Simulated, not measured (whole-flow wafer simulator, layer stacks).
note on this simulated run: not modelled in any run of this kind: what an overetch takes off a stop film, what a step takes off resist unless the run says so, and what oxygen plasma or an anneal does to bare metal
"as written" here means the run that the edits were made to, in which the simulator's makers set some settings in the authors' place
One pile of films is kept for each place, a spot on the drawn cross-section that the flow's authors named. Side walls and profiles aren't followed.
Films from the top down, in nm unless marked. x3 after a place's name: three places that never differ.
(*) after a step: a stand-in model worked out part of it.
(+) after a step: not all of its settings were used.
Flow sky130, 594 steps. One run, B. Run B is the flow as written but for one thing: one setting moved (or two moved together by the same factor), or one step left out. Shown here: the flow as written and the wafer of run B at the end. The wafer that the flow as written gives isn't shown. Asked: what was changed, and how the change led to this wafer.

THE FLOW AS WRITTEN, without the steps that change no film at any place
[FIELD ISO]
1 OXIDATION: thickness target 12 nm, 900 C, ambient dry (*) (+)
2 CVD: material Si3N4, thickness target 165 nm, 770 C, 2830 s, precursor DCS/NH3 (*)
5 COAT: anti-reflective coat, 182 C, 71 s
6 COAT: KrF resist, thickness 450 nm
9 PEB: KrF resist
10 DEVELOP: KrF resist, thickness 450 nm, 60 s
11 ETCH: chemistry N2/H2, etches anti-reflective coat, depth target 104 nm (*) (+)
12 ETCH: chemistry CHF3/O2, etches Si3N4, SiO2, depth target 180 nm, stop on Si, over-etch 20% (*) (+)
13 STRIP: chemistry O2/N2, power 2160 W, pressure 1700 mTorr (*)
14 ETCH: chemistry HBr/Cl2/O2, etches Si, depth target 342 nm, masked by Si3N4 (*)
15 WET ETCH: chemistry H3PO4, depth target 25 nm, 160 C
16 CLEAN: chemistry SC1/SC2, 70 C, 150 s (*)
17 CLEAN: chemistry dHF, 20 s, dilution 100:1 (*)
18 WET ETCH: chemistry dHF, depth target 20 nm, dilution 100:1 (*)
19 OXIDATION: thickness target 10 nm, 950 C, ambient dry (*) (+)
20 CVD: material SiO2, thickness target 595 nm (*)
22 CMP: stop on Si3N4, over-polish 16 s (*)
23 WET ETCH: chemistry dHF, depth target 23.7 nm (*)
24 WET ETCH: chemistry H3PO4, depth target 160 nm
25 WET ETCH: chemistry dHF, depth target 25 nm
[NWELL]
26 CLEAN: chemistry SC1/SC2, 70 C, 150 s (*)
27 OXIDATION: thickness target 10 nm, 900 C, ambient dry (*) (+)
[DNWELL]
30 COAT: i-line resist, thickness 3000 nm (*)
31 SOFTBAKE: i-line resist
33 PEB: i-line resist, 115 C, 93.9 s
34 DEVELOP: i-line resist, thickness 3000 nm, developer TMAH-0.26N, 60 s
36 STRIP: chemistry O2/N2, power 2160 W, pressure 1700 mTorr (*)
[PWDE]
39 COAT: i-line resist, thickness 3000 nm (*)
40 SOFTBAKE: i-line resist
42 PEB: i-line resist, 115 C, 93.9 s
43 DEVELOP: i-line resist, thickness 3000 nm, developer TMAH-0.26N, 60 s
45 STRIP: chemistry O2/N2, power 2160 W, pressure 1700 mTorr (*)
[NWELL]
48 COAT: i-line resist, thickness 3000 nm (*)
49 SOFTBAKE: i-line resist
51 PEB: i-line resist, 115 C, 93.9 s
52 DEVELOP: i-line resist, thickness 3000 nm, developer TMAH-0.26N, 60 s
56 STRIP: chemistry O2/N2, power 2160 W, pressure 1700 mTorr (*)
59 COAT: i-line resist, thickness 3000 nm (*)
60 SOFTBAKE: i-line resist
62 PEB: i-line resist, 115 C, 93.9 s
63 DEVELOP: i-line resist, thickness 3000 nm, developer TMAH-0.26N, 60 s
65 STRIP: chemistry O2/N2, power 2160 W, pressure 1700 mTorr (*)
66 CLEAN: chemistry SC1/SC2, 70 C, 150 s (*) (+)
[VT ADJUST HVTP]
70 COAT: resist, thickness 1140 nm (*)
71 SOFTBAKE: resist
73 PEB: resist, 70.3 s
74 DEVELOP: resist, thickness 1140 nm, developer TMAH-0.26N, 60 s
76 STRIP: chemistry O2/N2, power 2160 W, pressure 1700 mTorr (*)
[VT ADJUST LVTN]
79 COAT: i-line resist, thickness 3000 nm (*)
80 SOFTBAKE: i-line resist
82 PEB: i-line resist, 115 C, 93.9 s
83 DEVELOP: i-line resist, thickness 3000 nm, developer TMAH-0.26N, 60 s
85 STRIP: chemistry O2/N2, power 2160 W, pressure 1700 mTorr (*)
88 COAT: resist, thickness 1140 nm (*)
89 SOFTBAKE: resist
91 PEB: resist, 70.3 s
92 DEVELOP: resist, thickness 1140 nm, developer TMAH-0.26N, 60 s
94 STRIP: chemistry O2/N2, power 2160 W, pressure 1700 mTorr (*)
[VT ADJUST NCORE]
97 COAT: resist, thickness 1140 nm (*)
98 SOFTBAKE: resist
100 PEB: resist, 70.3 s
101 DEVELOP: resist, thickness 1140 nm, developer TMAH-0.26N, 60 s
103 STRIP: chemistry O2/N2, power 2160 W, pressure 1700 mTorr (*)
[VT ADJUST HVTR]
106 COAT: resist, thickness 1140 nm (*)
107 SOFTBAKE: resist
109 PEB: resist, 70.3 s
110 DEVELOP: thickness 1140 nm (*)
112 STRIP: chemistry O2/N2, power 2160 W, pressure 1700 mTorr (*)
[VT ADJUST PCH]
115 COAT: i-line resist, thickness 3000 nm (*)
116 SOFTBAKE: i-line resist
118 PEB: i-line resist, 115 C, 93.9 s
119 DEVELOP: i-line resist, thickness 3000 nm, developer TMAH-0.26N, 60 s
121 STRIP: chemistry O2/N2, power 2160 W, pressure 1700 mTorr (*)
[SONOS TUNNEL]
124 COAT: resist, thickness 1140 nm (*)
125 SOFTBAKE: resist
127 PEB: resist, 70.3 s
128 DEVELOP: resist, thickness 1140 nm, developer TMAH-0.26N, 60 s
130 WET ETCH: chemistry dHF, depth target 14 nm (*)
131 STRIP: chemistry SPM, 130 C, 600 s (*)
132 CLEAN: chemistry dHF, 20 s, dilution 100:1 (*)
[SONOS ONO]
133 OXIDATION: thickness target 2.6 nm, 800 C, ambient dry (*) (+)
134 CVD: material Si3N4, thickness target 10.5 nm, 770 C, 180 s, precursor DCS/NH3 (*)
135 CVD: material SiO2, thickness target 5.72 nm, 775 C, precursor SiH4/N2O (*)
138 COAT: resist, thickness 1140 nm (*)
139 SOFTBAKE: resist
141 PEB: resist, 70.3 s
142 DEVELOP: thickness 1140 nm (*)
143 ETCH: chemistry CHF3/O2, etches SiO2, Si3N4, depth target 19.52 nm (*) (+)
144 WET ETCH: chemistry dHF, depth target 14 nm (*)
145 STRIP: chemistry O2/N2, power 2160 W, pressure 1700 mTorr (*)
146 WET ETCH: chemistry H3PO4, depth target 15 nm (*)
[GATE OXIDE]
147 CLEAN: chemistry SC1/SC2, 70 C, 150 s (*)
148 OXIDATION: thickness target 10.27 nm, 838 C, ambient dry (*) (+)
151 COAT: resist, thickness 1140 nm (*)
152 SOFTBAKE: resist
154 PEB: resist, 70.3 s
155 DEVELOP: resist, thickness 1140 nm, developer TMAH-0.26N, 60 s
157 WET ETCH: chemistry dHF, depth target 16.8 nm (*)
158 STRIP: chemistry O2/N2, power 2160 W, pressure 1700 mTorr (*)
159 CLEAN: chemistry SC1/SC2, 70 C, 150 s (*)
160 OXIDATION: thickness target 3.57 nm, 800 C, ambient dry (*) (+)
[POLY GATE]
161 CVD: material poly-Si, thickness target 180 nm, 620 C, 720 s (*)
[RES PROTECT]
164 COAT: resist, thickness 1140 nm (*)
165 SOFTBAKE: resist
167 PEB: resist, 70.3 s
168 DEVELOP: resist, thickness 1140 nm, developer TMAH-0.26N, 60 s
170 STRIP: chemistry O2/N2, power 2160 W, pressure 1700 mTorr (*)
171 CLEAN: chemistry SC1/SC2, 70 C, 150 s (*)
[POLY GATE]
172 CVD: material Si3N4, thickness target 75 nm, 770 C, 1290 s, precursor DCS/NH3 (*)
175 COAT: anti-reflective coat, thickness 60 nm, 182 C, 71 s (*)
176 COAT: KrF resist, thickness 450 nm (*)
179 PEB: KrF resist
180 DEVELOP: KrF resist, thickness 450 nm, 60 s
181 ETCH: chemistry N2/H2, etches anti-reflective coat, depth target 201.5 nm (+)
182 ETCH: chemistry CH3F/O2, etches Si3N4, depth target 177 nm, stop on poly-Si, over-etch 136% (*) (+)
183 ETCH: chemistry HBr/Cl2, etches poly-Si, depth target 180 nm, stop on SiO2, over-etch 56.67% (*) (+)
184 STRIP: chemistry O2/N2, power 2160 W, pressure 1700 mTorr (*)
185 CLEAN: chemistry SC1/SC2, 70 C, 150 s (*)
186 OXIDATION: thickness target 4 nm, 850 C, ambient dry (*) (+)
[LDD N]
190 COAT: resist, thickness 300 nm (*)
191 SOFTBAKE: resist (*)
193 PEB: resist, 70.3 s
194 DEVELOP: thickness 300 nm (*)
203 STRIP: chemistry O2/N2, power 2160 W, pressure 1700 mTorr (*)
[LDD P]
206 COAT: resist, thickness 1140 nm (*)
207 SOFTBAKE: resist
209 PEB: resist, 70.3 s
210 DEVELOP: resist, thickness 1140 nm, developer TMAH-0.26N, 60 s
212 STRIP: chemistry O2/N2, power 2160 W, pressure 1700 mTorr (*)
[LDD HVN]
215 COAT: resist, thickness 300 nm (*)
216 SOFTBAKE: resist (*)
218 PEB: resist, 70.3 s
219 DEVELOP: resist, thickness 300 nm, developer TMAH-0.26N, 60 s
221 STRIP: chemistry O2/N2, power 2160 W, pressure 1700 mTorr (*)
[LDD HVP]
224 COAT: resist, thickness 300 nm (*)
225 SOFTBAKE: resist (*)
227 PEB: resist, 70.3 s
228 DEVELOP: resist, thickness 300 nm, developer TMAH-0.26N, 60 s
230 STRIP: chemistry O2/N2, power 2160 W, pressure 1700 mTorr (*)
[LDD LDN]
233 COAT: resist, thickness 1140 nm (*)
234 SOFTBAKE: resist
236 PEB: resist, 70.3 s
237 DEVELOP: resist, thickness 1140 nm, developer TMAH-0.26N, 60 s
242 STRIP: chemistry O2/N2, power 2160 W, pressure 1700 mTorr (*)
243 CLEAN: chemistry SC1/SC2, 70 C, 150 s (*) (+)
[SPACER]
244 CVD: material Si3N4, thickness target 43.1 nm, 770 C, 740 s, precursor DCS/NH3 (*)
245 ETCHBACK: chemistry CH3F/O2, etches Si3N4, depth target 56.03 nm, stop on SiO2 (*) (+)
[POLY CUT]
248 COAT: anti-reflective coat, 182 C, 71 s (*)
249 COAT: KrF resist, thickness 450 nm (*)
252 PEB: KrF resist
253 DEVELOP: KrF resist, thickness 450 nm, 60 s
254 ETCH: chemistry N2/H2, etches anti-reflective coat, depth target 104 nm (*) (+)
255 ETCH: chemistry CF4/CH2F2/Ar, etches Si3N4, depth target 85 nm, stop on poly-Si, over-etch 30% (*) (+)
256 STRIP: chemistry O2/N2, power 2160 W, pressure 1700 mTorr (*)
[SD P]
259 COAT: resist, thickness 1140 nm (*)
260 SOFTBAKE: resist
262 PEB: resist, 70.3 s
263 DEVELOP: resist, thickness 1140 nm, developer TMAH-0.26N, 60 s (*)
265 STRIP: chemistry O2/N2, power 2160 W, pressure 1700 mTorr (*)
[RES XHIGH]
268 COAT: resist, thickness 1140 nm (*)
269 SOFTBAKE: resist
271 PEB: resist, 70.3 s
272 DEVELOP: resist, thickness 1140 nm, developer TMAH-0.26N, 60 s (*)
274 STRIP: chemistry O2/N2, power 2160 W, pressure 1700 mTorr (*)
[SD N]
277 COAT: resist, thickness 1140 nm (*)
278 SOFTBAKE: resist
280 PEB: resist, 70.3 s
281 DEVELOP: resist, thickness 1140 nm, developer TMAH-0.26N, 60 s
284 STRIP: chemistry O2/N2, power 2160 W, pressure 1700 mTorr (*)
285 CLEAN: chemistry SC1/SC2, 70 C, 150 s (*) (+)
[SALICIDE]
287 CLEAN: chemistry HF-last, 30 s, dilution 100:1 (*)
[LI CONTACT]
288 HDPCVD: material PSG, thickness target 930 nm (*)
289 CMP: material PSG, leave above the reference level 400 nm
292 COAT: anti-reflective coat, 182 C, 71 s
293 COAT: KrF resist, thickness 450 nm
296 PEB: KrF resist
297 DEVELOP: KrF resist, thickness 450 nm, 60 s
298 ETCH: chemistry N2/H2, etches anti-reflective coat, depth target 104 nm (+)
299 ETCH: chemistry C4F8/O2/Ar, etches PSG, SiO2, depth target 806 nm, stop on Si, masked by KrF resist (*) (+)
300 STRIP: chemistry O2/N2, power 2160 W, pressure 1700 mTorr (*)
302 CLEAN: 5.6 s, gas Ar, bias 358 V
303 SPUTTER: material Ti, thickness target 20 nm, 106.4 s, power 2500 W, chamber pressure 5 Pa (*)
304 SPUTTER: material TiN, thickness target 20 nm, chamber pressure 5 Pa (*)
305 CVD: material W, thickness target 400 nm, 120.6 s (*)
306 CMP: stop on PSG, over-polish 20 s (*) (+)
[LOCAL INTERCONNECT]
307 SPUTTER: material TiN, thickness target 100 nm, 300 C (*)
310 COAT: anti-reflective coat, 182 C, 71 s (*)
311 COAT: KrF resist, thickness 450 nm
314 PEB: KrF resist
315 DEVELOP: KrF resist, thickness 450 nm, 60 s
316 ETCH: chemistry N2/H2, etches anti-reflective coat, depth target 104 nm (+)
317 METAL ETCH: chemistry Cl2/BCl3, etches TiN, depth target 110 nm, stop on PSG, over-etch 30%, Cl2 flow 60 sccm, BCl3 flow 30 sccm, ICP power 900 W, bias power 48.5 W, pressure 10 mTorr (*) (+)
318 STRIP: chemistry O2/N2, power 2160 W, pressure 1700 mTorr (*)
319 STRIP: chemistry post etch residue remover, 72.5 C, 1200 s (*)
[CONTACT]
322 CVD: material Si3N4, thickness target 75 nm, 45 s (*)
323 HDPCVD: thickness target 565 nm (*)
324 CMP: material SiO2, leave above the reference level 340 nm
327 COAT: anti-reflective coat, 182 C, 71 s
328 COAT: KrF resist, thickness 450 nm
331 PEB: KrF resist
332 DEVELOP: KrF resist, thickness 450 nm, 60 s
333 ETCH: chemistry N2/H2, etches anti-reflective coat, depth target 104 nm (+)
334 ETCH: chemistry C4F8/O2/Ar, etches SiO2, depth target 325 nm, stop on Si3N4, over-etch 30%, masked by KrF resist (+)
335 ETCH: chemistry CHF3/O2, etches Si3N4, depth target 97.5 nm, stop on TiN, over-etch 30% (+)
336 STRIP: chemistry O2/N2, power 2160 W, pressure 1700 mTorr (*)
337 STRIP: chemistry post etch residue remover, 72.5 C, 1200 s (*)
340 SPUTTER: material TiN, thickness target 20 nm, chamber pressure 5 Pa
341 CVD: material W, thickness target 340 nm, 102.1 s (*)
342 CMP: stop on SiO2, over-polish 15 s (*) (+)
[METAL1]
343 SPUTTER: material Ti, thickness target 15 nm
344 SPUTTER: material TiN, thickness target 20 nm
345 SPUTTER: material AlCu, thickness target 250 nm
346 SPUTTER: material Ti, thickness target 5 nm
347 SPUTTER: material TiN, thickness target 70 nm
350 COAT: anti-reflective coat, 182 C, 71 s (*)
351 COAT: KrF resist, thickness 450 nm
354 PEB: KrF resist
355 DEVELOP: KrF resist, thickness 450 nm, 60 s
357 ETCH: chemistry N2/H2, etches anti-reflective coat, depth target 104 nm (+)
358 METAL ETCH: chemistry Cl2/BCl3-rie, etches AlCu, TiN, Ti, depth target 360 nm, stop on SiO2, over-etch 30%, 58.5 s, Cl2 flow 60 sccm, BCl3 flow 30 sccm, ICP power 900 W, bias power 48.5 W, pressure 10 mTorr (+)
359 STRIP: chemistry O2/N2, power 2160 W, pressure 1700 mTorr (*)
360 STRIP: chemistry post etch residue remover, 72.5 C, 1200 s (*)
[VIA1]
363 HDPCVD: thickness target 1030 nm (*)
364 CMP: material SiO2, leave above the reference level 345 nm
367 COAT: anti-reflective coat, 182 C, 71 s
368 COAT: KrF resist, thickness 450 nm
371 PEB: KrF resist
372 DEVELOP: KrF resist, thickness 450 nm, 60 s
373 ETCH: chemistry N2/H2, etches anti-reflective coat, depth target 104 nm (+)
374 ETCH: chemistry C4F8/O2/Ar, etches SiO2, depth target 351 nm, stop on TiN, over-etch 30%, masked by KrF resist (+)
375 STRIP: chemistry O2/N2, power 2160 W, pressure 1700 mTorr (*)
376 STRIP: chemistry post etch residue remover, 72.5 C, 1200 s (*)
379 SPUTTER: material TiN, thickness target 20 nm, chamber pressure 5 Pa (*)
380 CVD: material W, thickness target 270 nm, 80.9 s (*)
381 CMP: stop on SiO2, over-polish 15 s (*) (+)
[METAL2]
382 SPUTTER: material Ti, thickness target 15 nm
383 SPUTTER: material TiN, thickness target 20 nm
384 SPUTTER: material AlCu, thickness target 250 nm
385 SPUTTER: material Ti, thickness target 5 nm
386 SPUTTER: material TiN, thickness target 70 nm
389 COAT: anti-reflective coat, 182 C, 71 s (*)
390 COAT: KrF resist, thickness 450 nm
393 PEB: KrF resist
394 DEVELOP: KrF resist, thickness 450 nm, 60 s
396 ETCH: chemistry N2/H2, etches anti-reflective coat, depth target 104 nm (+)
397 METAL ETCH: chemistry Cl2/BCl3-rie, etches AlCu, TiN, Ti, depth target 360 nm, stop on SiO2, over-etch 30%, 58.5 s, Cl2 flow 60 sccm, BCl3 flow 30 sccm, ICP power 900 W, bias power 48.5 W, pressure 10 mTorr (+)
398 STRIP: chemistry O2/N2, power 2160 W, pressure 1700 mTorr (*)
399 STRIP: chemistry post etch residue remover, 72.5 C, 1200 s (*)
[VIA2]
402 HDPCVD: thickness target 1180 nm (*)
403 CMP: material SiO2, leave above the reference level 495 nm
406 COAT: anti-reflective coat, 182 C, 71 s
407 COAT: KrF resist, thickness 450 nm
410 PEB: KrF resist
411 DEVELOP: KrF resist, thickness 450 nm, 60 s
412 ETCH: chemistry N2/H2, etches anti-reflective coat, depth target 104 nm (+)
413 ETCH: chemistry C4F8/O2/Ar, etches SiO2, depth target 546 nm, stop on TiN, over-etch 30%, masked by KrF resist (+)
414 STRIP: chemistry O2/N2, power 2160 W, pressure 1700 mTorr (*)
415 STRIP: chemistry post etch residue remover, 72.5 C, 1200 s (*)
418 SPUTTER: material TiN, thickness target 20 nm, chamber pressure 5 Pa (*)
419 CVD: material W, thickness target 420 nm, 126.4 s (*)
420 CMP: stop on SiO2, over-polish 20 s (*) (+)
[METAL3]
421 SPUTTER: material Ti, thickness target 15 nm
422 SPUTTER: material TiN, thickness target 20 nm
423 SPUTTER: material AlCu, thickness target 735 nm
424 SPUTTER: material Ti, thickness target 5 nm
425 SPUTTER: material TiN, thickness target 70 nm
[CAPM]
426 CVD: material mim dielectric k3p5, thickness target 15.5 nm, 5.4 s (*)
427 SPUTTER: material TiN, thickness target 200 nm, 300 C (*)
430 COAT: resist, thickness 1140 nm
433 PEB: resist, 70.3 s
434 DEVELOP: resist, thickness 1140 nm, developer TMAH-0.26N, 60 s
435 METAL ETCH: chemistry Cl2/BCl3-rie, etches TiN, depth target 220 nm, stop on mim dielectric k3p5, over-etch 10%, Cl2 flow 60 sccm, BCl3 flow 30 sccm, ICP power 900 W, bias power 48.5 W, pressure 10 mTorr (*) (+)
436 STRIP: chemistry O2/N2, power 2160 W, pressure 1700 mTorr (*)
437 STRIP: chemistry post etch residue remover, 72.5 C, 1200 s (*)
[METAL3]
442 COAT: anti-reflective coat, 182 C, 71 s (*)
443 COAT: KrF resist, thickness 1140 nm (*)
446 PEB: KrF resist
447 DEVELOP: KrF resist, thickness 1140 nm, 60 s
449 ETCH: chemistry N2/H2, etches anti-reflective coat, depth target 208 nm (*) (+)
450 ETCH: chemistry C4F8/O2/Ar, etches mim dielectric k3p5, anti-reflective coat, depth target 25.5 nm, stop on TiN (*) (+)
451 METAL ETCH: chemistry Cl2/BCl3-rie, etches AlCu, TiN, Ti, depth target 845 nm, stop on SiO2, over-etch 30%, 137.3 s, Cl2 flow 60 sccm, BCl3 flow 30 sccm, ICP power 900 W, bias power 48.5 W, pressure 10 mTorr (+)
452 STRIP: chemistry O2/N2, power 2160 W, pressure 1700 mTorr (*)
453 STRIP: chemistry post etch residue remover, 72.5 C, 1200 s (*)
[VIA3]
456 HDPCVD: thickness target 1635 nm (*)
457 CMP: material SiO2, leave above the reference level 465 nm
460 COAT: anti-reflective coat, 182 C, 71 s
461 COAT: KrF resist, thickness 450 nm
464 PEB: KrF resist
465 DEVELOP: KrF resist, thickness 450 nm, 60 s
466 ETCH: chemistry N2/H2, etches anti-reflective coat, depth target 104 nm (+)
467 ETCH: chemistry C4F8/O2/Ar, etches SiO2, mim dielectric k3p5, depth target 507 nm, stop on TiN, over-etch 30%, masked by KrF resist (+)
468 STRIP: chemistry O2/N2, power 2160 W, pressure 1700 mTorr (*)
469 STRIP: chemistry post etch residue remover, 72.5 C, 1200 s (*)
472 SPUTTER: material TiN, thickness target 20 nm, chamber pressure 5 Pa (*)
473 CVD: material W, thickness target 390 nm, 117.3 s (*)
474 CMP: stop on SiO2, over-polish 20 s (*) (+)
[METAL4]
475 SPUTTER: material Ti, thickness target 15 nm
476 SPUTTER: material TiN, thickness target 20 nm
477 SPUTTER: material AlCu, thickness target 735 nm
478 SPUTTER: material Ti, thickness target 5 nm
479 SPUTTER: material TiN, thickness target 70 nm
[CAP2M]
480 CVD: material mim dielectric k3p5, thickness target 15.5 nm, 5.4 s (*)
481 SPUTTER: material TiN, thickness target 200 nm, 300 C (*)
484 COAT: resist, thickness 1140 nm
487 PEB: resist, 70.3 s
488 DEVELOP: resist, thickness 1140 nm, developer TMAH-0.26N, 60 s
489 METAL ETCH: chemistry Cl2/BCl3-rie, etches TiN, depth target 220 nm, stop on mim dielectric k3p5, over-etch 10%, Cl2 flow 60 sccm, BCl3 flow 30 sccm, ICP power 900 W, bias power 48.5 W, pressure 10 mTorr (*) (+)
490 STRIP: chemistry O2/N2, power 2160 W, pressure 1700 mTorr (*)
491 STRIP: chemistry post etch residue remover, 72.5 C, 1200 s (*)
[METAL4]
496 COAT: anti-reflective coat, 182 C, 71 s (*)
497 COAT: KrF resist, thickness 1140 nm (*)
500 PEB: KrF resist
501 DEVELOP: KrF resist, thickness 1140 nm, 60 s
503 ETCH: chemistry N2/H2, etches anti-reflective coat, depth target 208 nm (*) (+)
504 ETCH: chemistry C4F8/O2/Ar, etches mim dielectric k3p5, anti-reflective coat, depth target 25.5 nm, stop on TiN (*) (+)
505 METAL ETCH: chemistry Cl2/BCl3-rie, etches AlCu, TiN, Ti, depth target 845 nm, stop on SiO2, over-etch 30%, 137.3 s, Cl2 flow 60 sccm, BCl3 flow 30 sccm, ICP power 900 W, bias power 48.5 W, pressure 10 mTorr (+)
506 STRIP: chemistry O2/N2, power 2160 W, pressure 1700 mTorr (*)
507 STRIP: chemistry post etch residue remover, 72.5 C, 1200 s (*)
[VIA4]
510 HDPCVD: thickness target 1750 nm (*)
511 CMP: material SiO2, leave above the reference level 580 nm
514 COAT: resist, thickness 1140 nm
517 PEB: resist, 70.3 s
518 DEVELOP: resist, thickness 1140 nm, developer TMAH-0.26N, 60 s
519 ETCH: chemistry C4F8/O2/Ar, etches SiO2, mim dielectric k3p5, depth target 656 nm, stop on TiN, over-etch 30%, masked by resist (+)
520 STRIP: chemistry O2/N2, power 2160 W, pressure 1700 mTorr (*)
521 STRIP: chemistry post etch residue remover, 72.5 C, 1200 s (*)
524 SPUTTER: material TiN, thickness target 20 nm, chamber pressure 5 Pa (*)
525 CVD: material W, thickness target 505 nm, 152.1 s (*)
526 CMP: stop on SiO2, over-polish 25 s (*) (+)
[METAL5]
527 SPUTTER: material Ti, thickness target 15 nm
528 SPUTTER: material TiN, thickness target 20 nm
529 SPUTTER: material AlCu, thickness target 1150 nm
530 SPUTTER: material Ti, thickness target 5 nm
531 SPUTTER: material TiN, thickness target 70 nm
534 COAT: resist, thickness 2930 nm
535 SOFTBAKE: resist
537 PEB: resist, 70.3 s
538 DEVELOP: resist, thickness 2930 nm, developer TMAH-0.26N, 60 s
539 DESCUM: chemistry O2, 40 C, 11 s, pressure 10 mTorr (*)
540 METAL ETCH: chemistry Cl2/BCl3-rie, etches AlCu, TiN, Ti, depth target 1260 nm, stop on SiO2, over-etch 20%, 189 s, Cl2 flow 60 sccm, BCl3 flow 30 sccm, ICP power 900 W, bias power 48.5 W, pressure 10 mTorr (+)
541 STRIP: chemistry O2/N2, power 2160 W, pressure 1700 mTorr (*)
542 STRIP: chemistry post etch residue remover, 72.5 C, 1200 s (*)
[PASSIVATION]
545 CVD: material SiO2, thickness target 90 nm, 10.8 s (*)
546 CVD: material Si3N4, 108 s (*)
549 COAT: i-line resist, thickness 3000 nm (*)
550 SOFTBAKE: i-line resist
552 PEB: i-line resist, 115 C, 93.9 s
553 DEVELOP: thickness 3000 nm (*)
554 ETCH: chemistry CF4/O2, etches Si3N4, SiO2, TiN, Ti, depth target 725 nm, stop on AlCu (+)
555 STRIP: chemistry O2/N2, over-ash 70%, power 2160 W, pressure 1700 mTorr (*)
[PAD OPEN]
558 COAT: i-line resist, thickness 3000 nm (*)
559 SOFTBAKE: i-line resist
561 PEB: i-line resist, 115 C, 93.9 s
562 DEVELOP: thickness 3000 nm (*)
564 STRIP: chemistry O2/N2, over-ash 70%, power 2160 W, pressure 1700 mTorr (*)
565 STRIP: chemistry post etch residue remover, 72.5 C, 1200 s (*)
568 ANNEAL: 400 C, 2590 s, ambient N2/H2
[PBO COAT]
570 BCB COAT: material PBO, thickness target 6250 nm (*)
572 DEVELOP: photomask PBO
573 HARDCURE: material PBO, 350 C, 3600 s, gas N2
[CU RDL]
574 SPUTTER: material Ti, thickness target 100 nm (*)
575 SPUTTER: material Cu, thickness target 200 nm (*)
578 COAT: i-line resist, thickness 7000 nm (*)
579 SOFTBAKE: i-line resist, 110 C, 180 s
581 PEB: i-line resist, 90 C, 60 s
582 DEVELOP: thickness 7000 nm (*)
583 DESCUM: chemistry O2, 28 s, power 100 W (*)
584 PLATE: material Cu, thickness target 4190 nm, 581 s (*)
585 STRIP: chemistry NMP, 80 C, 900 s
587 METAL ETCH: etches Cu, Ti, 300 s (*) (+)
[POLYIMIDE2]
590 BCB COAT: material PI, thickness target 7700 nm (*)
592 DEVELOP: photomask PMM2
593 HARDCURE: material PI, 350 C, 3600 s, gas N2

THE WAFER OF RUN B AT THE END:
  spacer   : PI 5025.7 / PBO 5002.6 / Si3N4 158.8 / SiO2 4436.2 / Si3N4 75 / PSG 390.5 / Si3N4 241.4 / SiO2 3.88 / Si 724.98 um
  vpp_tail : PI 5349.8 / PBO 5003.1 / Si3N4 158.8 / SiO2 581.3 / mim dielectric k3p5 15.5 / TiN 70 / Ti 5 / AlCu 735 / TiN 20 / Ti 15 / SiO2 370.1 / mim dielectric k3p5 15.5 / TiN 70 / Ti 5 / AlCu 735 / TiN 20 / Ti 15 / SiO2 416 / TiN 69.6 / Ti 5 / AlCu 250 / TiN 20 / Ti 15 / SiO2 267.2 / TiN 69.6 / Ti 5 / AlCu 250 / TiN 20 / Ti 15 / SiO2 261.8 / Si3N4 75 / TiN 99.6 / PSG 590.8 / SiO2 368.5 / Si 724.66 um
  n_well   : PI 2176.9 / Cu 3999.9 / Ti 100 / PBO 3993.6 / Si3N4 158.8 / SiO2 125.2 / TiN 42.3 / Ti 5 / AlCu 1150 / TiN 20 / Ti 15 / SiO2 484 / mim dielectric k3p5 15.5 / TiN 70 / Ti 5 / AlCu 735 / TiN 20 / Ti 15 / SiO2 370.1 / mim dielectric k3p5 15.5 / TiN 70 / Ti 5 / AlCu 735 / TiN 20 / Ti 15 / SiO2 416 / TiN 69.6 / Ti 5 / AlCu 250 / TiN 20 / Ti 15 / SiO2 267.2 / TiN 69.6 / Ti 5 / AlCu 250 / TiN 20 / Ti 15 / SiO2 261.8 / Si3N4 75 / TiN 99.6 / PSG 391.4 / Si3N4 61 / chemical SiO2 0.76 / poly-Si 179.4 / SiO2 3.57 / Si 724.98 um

The cause: step 531, SPUTTER: thickness target 42.7 nm was run, where the flow has thickness target 70 nm.

How the change led to this, step by step:
  531 SPUTTER: material TiN, thickness target 70 nm
      field, active, n_well and 190 more: TiN +42.7 (new film) (as written it would be: TiN +70 (new film))
  540 METAL ETCH: chemistry Cl2/BCl3-rie, etches AlCu, TiN, Ti, depth target 1260 nm, stop on SiO2, over-etch 20%, 189 s, Cl2 flow 60 sccm, BCl3 flow 30 sccm, ICP power 900 W, bias power 48.5 W, pressure 10 mTorr (+)
      field, active, gate and 175 more: TiN -42.7 (all of it), Ti -5 (all of it), AlCu -1150 (all of it), TiN -20 (all of it), Ti -15 (all of it), SiO2 -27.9 (as written it would be: TiN -70 (all of it), Ti -5 (all of it), AlCu -1150 (all of it), TiN -20 (all of it), Ti -15 (all of it), SiO2 -25.2)
  550 SOFTBAKE: i-line resist
      gate: i-line resist -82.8 (as written it would be: i-line resist -85.5)
      spacer: i-line resist -94.4 (as written it would be: i-line resist -97.5)
      (and at 51 more places)
  554 ETCH: chemistry CF4/O2, etches Si3N4, SiO2, TiN, Ti, depth target 725 nm, stop on AlCu (+)
      field, active, n_well and 189 more: i-line resist -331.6 (as written it would be: i-line resist -358.9)
      pad: Si3N4 -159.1 (all of it), SiO2 -125.2 (all of it), TiN -42.3 (all of it), Ti -5 (all of it) (as written it would be: Si3N4 -159.1 (all of it), SiO2 -125.2 (all of it), TiN -69.6 (all of it), Ti -5 (all of it))
  555 STRIP: chemistry O2/N2, over-ash 70%, power 2160 W, pressure 1700 mTorr (*)
      n_well, p_well, sd_n, sd_p: i-line resist -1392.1 (all of it) (as written it would be: i-line resist -1340.8 (all of it))
      m1: i-line resist -1414.9 (all of it) (as written it would be: i-line resist -1364.1 (all of it))
      (and at 8 more places)
  559 SOFTBAKE: i-line resist
      gate: i-line resist -82.8 (as written it would be: i-line resist -85.5)
      gate_hv: i-line resist +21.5 (as written it would be: i-line resist +22.2)
      (and at 54 more places)
  579 SOFTBAKE: i-line resist, 110 C, 180 s
      m5_stack_ln: i-line resist -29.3 (as written it would be: i-line resist -30)
